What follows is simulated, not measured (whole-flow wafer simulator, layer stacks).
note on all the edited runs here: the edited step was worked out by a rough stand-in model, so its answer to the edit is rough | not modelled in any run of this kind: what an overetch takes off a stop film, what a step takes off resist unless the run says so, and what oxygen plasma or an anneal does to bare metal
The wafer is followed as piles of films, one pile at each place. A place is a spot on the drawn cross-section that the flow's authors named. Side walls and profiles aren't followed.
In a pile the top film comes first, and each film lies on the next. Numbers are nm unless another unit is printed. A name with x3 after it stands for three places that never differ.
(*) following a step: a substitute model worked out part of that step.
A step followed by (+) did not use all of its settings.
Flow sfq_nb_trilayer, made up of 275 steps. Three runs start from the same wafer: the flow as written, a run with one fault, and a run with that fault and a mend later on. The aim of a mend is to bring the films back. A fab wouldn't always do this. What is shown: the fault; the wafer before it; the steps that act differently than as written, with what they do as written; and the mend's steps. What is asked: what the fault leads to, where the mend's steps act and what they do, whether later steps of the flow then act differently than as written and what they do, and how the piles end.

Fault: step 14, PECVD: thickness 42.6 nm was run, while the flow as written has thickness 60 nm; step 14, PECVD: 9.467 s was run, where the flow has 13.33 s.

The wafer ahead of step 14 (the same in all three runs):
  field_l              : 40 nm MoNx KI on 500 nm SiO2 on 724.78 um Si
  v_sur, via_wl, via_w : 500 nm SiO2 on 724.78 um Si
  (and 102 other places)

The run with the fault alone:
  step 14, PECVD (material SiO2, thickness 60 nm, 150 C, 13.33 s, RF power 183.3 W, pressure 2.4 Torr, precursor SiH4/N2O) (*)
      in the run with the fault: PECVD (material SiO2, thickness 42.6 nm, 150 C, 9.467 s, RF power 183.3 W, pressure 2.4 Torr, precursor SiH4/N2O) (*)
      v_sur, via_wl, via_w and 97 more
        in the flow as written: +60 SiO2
        in the run with the fault: +42.6 SiO2
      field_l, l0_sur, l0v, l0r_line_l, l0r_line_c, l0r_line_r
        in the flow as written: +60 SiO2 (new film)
        in the run with the fault: +42.6 SiO2 (new film)
  Steps further on in the flow that do not act as written (not shown: 11 more steps that differ only slightly, by at most 2% or 0.5 nm, whichever is larger):
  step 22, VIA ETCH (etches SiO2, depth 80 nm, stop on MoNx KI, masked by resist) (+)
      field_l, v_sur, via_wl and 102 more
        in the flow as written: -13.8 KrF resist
        in the run with the fault: -11 KrF resist
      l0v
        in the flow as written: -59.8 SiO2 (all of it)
        in the run with the fault: -42.4 SiO2 (all of it)
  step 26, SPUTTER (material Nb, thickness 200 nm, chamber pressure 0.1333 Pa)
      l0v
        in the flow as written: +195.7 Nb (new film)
        in the run with the fault: +200 Nb (new film)
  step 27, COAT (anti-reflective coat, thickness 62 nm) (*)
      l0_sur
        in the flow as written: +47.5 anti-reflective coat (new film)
        in the run with the fault: +49.4 anti-reflective coat (new film)
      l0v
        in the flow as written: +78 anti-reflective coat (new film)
        in the run with the fault: +72.4 anti-reflective coat (new film)
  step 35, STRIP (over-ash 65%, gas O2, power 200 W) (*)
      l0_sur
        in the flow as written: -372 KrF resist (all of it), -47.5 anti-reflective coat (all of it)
        in the run with the fault: -373.3 KrF resist (all of it), -49.4 anti-reflective coat (all of it)
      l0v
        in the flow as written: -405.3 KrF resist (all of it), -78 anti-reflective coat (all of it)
        in the run with the fault: -393.6 KrF resist (all of it), -72.4 anti-reflective coat (all of it)
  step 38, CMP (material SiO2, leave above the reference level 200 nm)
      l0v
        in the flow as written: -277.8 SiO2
        in the run with the fault: -299.5 SiO2
  By the end, the piles at field_l, v_sur, via_wl and 100 more depart from the flow's by more than 2% or 0.5 nm, whichever is larger.
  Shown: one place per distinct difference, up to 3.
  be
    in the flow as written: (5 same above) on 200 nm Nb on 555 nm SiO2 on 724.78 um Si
    in the run with the fault: (5 same above) on 200 nm Nb on 537.6 nm SiO2 on 724.78 um Si
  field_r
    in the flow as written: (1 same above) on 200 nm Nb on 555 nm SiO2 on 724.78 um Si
    in the run with the fault: (1 same above) on 200 nm Nb on 537.6 nm SiO2 on 724.78 um Si
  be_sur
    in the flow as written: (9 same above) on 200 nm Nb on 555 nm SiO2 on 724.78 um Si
    in the run with the fault: (9 same above) on 200 nm Nb on 537.6 nm SiO2 on 724.78 um Si

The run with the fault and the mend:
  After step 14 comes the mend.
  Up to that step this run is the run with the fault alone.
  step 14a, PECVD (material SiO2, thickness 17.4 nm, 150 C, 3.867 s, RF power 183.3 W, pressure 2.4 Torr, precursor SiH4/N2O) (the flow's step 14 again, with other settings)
      field_l, v_sur, via_wl and 103 more
        +17.4 SiO2
  Every later step of the flow that is run acts as written, at every place that is followed, to within 2% or 0.5 nm, whichever is larger.
  At every place that both follow, the piles at the end match the flow's.
